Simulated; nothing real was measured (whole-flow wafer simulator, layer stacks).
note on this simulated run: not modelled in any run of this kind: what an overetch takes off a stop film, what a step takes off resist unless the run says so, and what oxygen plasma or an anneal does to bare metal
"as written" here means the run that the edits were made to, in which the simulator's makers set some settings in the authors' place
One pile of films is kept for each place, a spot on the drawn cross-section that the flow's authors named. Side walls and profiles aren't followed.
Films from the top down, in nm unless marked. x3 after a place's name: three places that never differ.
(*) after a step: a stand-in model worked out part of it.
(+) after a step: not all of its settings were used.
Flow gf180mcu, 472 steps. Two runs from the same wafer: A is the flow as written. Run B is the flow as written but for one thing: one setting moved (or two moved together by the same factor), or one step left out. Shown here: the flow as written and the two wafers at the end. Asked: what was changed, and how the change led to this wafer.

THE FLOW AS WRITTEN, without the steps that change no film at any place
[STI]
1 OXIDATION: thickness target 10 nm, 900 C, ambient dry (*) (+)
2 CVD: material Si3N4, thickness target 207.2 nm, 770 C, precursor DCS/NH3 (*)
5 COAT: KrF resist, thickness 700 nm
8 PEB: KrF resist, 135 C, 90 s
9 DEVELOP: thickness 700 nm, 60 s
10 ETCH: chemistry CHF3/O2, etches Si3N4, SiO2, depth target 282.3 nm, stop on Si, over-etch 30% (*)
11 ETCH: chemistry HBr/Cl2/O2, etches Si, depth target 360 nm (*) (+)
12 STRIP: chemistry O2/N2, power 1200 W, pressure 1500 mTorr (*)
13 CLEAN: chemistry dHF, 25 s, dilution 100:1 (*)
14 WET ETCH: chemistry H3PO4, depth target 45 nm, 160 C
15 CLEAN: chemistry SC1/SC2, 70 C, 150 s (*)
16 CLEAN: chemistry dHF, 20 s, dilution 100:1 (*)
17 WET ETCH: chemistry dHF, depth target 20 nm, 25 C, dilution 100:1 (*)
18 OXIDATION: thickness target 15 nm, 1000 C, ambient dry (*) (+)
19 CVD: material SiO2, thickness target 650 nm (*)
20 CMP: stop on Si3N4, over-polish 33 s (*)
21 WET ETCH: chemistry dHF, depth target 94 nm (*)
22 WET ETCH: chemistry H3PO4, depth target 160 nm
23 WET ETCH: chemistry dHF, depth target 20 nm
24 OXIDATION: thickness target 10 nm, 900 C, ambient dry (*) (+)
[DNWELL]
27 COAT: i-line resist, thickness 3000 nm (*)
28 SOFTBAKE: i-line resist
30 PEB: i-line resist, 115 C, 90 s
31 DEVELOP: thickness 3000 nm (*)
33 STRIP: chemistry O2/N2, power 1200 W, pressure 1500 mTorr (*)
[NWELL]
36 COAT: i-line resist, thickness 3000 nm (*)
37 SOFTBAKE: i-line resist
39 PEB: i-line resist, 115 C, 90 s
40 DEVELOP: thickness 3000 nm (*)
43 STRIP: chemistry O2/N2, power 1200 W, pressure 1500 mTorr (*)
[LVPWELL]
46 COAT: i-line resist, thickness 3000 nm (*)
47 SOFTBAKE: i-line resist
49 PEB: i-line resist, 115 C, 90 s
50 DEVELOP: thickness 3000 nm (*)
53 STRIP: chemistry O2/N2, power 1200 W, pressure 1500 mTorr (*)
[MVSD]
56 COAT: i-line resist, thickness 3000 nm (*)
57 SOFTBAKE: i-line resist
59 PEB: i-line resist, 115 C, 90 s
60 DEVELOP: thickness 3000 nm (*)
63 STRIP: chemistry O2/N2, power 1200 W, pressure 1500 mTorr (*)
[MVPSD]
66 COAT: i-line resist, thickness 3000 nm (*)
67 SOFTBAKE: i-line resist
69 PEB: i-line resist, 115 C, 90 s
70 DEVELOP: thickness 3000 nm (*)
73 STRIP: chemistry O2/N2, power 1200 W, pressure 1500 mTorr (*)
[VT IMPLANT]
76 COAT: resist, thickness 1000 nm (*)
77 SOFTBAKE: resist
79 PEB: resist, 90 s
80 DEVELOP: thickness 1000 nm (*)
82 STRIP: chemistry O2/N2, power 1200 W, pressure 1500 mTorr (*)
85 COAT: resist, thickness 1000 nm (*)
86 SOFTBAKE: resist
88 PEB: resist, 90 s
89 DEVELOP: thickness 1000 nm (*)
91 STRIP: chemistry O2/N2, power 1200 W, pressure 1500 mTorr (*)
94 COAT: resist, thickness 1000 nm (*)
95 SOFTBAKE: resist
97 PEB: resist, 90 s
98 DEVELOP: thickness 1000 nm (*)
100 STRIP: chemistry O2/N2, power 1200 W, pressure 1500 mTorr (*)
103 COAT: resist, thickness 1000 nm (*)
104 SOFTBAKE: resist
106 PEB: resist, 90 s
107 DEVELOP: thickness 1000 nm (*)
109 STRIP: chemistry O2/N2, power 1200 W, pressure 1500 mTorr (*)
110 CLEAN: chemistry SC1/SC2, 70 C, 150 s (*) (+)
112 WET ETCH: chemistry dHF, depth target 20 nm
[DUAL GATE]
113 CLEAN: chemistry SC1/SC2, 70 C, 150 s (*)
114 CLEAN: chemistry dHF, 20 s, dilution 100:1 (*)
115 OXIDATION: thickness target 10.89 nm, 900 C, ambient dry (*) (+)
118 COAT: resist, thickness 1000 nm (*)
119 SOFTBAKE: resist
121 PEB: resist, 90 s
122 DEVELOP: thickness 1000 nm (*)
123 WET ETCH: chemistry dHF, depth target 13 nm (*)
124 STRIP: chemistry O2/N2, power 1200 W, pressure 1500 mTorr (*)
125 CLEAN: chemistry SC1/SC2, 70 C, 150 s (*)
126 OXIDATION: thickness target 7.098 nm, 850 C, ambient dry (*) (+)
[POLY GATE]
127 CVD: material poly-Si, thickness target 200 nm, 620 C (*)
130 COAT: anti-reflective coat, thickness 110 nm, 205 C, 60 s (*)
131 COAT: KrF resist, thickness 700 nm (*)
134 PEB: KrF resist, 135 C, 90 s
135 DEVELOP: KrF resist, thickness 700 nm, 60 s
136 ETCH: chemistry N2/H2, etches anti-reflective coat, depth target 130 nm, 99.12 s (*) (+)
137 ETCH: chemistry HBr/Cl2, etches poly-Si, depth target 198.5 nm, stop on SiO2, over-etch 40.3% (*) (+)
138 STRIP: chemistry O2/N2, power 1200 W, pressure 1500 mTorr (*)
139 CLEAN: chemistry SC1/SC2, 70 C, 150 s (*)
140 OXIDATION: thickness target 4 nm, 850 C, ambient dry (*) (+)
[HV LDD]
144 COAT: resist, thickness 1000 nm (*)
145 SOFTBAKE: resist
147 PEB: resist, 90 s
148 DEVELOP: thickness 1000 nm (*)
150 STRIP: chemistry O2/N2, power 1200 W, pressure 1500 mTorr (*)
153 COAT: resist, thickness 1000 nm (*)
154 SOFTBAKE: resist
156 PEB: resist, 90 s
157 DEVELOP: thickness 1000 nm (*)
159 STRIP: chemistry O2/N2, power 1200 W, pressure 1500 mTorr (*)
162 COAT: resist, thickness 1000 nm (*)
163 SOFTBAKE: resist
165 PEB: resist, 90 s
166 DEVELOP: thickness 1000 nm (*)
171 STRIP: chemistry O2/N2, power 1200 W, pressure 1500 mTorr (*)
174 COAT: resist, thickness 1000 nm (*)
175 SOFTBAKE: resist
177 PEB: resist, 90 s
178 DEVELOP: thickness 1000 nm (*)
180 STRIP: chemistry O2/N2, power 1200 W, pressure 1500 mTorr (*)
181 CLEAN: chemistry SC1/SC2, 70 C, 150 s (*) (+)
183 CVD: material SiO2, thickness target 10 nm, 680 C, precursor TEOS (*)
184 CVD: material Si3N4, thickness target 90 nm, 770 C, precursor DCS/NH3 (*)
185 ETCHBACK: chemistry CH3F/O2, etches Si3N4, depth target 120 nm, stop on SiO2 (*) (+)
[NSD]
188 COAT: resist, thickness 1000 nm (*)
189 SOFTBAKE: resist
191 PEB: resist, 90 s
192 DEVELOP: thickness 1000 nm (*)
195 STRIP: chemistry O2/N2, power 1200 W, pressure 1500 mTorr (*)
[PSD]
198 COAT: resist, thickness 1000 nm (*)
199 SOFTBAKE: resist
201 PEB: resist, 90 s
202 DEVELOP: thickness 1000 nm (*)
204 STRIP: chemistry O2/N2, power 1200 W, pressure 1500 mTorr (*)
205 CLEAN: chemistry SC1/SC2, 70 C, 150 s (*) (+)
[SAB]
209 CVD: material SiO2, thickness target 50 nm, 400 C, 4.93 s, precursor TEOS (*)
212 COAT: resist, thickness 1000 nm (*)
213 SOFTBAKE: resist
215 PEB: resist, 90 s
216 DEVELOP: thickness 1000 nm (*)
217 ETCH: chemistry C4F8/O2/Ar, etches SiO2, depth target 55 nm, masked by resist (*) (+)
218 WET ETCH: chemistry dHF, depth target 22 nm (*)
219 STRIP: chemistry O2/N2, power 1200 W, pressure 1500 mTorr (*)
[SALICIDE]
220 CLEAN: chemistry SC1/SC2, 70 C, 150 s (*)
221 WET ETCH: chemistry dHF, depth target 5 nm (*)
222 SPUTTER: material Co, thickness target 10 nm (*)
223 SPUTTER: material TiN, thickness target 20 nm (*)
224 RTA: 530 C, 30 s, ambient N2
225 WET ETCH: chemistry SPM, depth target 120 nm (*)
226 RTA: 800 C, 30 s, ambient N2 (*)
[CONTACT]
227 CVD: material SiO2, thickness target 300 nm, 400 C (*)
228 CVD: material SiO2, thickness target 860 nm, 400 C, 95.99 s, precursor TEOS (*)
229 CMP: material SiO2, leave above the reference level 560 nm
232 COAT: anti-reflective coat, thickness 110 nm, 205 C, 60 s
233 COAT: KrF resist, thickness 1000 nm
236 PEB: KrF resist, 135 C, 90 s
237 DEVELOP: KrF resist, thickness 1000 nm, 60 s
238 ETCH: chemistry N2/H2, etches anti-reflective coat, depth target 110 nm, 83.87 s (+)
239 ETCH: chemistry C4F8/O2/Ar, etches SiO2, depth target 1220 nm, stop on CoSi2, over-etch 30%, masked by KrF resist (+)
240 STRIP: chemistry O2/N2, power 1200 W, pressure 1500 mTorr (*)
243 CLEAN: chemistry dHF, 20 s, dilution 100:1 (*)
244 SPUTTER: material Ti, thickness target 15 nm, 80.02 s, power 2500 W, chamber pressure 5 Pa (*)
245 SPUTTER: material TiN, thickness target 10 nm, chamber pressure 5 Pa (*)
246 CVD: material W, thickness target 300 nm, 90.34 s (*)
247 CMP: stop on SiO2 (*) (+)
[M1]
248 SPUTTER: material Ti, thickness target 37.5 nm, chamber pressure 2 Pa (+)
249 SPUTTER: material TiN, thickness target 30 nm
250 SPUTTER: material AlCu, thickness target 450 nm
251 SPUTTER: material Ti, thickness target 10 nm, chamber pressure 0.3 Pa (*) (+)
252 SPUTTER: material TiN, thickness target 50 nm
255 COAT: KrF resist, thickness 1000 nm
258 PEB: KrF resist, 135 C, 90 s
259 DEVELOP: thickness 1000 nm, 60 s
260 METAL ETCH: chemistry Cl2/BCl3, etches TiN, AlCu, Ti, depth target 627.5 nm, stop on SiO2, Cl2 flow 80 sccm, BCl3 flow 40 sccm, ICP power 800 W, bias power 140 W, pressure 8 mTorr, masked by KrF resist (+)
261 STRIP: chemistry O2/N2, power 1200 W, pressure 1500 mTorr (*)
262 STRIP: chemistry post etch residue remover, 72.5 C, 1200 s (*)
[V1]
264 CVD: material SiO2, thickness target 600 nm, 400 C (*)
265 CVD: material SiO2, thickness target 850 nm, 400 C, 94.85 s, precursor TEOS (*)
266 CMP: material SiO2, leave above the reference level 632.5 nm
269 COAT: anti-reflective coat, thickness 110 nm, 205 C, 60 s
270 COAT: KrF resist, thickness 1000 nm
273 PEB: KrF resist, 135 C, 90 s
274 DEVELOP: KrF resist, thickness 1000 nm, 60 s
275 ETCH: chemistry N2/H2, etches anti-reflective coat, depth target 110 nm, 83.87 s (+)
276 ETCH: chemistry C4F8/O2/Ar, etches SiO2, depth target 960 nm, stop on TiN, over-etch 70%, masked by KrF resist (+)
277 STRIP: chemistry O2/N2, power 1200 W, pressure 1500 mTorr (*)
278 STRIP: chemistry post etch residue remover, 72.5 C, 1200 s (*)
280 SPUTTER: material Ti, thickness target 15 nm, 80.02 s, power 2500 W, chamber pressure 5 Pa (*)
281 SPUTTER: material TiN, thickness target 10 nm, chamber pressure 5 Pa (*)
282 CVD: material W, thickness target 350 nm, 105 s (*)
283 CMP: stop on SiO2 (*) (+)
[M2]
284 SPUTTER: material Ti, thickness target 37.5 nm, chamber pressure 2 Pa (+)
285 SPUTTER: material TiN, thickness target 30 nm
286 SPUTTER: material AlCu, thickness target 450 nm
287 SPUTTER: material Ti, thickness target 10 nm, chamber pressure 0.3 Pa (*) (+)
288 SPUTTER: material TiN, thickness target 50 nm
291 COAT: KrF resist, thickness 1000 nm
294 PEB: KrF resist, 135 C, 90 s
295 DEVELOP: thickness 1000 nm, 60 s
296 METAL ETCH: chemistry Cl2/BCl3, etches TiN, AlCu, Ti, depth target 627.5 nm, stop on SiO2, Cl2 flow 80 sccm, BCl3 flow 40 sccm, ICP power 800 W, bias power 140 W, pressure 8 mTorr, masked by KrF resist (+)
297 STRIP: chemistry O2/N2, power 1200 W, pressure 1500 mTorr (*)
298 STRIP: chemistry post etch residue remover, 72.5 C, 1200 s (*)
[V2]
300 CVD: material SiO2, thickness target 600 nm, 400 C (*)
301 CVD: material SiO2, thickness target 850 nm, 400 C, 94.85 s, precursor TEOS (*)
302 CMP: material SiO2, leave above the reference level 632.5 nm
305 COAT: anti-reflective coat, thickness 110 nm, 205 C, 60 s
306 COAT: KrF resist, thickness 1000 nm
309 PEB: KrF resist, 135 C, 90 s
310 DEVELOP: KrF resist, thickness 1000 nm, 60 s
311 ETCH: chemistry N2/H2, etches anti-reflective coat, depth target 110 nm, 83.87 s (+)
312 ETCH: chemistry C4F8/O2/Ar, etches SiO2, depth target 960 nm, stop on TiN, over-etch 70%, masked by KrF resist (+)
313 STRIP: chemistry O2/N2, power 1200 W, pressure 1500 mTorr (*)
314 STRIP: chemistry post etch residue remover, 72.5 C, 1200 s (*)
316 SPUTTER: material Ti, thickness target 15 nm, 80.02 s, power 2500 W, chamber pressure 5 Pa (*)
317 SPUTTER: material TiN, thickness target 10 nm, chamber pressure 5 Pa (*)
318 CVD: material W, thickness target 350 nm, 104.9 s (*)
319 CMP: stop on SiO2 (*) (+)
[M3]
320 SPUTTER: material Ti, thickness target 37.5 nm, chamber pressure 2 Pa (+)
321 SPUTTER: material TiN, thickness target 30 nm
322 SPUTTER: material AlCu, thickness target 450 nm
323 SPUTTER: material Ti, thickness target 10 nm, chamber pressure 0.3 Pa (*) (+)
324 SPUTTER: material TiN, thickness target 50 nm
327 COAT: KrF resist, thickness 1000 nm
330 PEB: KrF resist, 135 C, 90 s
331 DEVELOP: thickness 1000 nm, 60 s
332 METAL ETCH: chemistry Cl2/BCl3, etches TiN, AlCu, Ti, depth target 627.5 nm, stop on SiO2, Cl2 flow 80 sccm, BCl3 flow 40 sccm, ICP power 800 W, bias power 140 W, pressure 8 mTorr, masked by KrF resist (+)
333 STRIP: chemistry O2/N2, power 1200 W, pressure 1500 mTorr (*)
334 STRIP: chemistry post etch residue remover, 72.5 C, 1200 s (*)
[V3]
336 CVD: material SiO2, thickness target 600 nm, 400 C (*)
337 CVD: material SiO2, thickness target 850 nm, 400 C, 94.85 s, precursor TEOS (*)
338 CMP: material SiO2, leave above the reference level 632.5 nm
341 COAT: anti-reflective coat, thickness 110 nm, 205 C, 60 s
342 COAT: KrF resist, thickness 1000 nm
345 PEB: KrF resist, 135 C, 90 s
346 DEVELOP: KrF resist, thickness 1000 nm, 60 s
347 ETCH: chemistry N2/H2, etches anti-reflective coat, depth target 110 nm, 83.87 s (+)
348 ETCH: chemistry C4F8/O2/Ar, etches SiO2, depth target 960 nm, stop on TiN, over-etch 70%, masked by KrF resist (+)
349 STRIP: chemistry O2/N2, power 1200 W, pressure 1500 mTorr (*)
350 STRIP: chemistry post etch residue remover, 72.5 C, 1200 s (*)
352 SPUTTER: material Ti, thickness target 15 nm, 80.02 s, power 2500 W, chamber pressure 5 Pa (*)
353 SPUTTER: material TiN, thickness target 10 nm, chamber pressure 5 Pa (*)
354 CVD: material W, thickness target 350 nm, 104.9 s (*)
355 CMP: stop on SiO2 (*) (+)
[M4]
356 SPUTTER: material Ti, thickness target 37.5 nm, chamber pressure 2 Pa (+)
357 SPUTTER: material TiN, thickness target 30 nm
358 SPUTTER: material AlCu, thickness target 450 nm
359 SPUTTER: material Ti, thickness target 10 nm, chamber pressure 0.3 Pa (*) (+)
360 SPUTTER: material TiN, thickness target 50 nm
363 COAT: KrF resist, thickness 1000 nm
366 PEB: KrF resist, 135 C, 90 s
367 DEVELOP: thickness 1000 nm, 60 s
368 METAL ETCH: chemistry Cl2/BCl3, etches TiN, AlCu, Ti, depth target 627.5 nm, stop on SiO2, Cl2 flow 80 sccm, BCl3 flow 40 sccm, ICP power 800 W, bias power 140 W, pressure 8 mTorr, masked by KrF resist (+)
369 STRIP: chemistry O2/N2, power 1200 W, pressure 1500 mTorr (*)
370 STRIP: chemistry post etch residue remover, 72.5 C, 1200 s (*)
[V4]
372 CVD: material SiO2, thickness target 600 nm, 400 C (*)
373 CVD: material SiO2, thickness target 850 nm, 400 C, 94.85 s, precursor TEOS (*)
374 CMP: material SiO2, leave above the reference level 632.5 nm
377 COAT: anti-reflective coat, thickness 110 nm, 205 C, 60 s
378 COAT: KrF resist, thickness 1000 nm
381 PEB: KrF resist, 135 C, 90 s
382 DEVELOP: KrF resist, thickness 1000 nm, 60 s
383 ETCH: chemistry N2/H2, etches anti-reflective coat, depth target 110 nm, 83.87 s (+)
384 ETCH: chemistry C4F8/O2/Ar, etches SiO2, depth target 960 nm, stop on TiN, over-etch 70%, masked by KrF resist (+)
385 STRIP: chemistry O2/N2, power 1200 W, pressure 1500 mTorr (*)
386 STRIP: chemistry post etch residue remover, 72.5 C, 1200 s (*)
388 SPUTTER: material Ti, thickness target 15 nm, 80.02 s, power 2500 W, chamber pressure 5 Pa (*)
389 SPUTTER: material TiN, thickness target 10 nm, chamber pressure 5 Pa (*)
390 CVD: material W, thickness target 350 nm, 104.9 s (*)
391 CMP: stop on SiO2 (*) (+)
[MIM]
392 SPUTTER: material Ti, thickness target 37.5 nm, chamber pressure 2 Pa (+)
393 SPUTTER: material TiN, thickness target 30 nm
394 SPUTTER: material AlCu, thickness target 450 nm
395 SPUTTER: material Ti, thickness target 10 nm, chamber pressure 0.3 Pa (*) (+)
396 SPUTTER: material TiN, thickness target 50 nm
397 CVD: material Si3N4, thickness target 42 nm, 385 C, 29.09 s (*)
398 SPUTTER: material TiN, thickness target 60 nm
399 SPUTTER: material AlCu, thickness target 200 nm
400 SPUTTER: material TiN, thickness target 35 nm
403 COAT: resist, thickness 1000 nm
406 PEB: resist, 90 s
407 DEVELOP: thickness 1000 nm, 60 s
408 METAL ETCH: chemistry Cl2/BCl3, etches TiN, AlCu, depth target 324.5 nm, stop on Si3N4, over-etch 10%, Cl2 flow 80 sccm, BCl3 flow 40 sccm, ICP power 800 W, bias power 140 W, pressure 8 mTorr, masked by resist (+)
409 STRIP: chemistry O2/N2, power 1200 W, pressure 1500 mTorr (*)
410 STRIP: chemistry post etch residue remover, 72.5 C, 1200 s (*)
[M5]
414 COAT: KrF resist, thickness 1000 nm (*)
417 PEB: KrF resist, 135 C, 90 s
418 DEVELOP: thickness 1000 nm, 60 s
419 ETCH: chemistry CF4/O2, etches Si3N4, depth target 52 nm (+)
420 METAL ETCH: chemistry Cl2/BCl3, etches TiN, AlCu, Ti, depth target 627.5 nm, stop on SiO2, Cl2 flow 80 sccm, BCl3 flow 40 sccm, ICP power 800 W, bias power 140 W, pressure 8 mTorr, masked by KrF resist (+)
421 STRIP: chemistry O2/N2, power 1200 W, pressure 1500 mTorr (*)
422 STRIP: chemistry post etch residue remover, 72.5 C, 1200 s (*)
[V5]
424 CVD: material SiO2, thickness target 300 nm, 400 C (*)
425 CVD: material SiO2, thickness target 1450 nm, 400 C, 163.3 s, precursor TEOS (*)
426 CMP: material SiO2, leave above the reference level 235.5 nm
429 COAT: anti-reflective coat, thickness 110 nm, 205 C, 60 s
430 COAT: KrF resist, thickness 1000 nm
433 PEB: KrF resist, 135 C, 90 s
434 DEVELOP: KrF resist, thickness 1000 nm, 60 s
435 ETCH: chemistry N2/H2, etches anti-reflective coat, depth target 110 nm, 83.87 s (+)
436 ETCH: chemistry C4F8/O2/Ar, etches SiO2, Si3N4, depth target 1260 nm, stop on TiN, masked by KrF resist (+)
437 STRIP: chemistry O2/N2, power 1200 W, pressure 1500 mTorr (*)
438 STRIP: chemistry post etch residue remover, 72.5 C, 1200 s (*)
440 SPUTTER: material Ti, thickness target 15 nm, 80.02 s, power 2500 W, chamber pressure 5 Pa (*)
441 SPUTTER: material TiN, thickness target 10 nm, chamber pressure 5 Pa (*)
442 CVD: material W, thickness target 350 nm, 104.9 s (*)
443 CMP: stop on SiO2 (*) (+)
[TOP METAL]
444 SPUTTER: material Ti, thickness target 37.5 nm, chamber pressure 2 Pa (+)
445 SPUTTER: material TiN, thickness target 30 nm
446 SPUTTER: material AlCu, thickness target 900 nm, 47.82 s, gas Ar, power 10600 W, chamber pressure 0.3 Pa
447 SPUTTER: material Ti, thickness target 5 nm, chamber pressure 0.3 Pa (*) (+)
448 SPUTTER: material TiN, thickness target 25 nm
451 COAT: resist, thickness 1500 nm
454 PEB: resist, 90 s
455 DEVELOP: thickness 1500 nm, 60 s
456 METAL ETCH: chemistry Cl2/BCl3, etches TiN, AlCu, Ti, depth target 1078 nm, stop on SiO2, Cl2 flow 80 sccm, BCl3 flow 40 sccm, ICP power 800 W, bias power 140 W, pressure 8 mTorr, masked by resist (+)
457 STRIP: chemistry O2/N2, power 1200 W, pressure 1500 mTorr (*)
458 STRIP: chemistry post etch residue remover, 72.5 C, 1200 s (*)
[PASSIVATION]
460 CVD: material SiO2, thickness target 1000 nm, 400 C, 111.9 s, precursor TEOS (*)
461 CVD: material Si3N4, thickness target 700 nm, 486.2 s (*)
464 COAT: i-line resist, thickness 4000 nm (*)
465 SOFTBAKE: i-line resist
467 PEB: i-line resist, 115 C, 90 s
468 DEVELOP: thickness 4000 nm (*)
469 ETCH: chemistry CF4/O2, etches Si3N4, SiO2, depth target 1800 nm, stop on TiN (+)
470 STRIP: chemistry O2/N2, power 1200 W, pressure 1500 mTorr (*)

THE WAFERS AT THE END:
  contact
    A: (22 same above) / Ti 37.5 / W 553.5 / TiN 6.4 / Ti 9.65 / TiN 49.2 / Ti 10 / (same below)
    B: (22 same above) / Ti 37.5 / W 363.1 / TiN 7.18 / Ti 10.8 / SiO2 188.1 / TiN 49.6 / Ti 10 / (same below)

The cause: step 348, ETCH: depth target 384 nm was run, where the flow has depth target 960 nm.

How the change led to this, step by step:
  348 ETCH: chemistry C4F8/O2/Ar, etches SiO2, depth target 960 nm, stop on TiN, over-etch 70%, masked by KrF resist (+)
      contact: A SiO2 -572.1 (all of it) | B SiO2 -384
      field, field__w1, field__w2 and 107 more: A KrF resist -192 | B KrF resist -76.8
  349 STRIP: chemistry O2/N2, power 1200 W, pressure 1500 mTorr (*)
      field, field__w1, field__w2 and 107 more: A KrF resist -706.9 (all of it), anti-reflective coat -110 (all of it) | B KrF resist -822.1 (all of it), anti-reflective coat -110 (all of it)
  352 SPUTTER: material Ti, thickness target 15 nm, 80.02 s, power 2500 W, chamber pressure 5 Pa (*)
      contact: A Ti +9.65 (new film) | B Ti +10.8 (new film)
  353 SPUTTER: material TiN, thickness target 10 nm, chamber pressure 5 Pa (*)
      contact: A TiN +6.4 (new film) | B TiN +7.18 (new film)
  354 CVD: material W, thickness target 350 nm, 104.9 s (*)
      contact: A W +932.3 (new film) | B W +741.9 (new film)
Counting metal films that touch as one body, contact has 2 bodies (between them, from the top down: SiO2 188.1); the flow as written gives 1 body.
